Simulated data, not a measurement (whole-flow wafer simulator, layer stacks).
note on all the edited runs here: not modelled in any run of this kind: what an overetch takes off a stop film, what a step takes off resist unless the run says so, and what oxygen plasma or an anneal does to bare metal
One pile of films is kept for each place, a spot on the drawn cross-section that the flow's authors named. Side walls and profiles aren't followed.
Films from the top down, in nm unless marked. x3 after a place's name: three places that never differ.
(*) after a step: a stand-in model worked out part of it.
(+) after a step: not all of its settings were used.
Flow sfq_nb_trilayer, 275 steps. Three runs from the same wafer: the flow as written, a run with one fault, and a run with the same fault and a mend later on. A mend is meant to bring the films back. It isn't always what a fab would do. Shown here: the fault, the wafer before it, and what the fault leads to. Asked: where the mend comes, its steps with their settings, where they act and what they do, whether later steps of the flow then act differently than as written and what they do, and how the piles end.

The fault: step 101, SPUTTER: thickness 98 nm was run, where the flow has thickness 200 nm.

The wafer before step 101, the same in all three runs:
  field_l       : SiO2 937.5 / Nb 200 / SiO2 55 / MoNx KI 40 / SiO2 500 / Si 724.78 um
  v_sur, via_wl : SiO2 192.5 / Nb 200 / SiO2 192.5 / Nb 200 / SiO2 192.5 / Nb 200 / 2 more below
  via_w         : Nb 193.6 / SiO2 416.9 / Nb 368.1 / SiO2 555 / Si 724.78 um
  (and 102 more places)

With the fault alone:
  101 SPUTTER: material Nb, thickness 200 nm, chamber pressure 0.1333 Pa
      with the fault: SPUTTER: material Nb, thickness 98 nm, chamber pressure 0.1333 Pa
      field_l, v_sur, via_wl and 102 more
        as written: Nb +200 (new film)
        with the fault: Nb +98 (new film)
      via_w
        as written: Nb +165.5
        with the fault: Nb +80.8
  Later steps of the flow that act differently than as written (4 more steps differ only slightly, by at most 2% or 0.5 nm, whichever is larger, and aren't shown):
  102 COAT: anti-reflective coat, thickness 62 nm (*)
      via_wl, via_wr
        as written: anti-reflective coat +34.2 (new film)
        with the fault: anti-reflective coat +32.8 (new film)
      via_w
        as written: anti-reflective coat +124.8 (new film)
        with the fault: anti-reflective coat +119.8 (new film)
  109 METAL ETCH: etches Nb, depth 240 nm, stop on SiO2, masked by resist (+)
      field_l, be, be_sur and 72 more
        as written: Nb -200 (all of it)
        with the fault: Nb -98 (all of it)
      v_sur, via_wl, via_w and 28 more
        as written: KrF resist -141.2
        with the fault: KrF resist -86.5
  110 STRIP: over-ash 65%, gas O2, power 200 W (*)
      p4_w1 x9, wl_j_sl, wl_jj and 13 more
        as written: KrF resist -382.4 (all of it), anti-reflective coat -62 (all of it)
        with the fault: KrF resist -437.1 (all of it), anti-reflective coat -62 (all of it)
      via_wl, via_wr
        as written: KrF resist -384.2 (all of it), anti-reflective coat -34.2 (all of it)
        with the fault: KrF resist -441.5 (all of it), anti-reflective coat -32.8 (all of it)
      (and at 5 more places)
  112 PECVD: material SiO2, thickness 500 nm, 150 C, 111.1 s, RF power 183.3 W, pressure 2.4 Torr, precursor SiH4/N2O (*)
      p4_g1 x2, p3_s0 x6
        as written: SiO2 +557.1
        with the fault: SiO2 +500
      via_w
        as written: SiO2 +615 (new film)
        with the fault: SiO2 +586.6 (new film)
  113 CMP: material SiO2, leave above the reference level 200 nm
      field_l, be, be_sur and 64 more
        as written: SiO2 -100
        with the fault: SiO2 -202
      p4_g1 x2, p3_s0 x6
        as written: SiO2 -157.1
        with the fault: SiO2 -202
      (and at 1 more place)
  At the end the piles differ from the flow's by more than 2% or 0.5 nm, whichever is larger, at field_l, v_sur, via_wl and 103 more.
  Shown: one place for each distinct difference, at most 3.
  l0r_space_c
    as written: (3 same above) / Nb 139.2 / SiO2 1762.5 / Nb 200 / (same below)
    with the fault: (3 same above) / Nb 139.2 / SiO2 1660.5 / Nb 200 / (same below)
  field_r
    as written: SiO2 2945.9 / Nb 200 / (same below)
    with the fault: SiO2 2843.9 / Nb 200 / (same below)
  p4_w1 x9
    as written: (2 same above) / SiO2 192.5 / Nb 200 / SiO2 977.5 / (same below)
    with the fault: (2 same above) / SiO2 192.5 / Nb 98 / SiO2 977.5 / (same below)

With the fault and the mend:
  The mend comes after step 107.
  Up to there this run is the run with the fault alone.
  107a STRIP: over-ash 65%, gas O2, power 200 W (*)
      p4_fl x3, p4_g1 x2, p3_s0 x6 and 42 more
        anti-reflective coat -62 (all of it)
      p4_w1 x9, wl_j_sl, wl_jj and 13 more
        KrF resist -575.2 (all of it), anti-reflective coat -62 (all of it)
      r_sur, res, r_end and 9 more
        anti-reflective coat -61.8 (all of it)
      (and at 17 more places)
  107b SPUTTER: material Nb, thickness 102 nm, chamber pressure 0.1333 Pa (the flow's step 101 once more, with other settings)
      field_l, v_sur, via_wl and 102 more
        Nb +102
      via_w
        Nb +83.3
  107c COAT: anti-reflective coat, thickness 62 nm (*) (the flow's step 102 once more)
      p4_fl x3, p4_w1 x9, p4_g1 x2 and 63 more
        anti-reflective coat +62 (new film)
      r_sur, res, r_end and 9 more
        anti-reflective coat +61.8 (new film)
      jj_sur, ce_l, c5j, ce_r, sp_r, be_r
        anti-reflective coat +61.7 (new film)
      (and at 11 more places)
  107d COAT: KrF resist, thickness 600 nm (*) (the flow's step 103 once more)
      p4_fl x3, p4_w1 x9, p4_g1 x2 and 63 more
        KrF resist +600 (new film)
      r_end, moat, field_r, lsp_l, l0_sur
        KrF resist +599.4 (new film)
      be_r, r_sur, res, l0v
        KrF resist +599.3 (new film)
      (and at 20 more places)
  107e SOFTBAKE: KrF resist (the flow's step 104 once more)
      changes no film at any place that is followed
  107f EXPOSE: photomask M3, dose 12.11 mJ/cm2, NA 0.6, wavelength 248 nm (*) (the flow's step 105 once more)
      changes no film at any place that is followed
  107g PEB: KrF resist, 90 s (the flow's step 106 once more)
      wire, be, be_sur and 96 more
        KrF resist -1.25
      field_l, via_v
        KrF resist -1.24
      via_wl, via_wr
        KrF resist -1.26
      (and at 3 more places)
  107h DEVELOP: KrF resist, thickness 600 nm, 60 s (the flow's step 107 once more)
      p4_fl x3, p4_g1 x2, p3_s0 x6 and 42 more
        KrF resist -598.7 (all of it)
      v_sur, via_wl, via_w and 28 more
        KrF resist -23.5
      moat, field_r, lsp_l, ln_m5, lsp_m, ln_m6, lsp_r, l0_sur
        KrF resist -598.2 (all of it)
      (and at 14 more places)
  No later step of the flow acts differently than as written, at any place that is followed, by more than 2% or 0.5 nm, whichever is larger.
  At the end the piles differ from the flow's only slightly at the places that both follow, by at most 2% or 0.5 nm, whichever is larger.
